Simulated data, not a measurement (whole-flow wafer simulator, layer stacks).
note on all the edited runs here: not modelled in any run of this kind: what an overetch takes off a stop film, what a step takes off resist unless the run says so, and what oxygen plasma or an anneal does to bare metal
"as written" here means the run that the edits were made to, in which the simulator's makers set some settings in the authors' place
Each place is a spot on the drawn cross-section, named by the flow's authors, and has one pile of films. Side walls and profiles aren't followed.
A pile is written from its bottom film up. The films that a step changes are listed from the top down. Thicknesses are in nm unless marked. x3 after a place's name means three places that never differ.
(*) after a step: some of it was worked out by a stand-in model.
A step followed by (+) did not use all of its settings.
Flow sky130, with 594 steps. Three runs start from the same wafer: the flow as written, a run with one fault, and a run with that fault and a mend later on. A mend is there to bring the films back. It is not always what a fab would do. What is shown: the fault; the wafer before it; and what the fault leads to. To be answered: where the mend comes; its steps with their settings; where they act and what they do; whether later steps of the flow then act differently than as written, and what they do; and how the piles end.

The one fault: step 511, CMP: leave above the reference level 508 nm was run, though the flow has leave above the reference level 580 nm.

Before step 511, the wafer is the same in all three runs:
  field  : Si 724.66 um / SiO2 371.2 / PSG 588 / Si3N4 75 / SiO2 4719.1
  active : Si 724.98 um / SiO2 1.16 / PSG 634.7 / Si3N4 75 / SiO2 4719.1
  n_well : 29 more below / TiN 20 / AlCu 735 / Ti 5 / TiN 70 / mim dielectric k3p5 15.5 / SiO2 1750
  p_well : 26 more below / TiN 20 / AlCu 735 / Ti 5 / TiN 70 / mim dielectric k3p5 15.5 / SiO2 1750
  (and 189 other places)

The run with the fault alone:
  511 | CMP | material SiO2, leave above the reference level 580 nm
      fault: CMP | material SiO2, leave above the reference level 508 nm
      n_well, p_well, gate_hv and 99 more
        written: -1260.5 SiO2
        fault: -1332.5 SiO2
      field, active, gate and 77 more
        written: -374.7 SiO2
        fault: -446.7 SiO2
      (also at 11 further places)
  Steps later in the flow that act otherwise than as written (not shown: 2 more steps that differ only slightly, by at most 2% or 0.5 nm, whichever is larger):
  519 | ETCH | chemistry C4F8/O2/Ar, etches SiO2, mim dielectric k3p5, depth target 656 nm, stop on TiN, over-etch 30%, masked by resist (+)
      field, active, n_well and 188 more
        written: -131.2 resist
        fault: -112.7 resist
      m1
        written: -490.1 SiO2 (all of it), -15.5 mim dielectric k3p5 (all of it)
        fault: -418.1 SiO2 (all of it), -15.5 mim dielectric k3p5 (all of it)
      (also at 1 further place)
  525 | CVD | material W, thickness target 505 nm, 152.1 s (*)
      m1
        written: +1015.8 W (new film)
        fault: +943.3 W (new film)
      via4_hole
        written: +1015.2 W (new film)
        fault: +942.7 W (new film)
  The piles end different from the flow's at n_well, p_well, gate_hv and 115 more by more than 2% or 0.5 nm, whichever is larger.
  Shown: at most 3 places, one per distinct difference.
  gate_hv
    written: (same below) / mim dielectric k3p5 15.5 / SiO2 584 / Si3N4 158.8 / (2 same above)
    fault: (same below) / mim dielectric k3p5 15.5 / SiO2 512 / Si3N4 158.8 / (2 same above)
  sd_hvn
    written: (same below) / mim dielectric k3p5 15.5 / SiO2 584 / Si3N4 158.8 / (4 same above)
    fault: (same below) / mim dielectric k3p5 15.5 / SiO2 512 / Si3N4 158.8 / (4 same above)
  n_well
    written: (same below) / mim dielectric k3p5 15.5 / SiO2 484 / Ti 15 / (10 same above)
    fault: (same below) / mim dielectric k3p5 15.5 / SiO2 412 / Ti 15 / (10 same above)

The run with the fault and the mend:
  After step 518 comes the mend.
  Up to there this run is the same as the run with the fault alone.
  518a | STRIP | chemistry O2/N2, power 2160 W, pressure 1700 mTorr (*)
      field, active, n_well and 188 more
        -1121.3 resist (all of it)
  518b | HDPCVD | thickness target 72 nm (*) (the flow's step 510 again, with other settings)
      field, active, n_well and 190 more
        +72 SiO2
  518c | HMDS | 120 C, 60 s (the flow's step 513 again)
      does not change any film at any place that is followed
  518d | COAT | resist, thickness 1140 nm (the flow's step 514 again)
      field, active, n_well and 190 more
        +1140 resist (new film)
  518e | SOFTBAKE | resist (the flow's step 515 again)
      does not change any film at any place that is followed
  518f | EXPOSE | photomask VIM4, dose 133.8 mJ/cm2, NA 0.6, wavelength 365 nm (*) (the flow's step 516 again)
      does not change any film at any place that is followed
  518g | PEB | resist, 70.3 s (the flow's step 517 again)
      field, active, n_well and 190 more
        -18.7 resist
  518h | DEVELOP | resist, thickness 1140 nm, developer TMAH-0.26N, 60 s (the flow's step 518 again)
      m1, via4_hole
        -1121.3 resist (all of it)
  Later steps of the flow that are run all act as written at every place that is followed.
  By the end, the piles equal the flow's at every place that both follow.
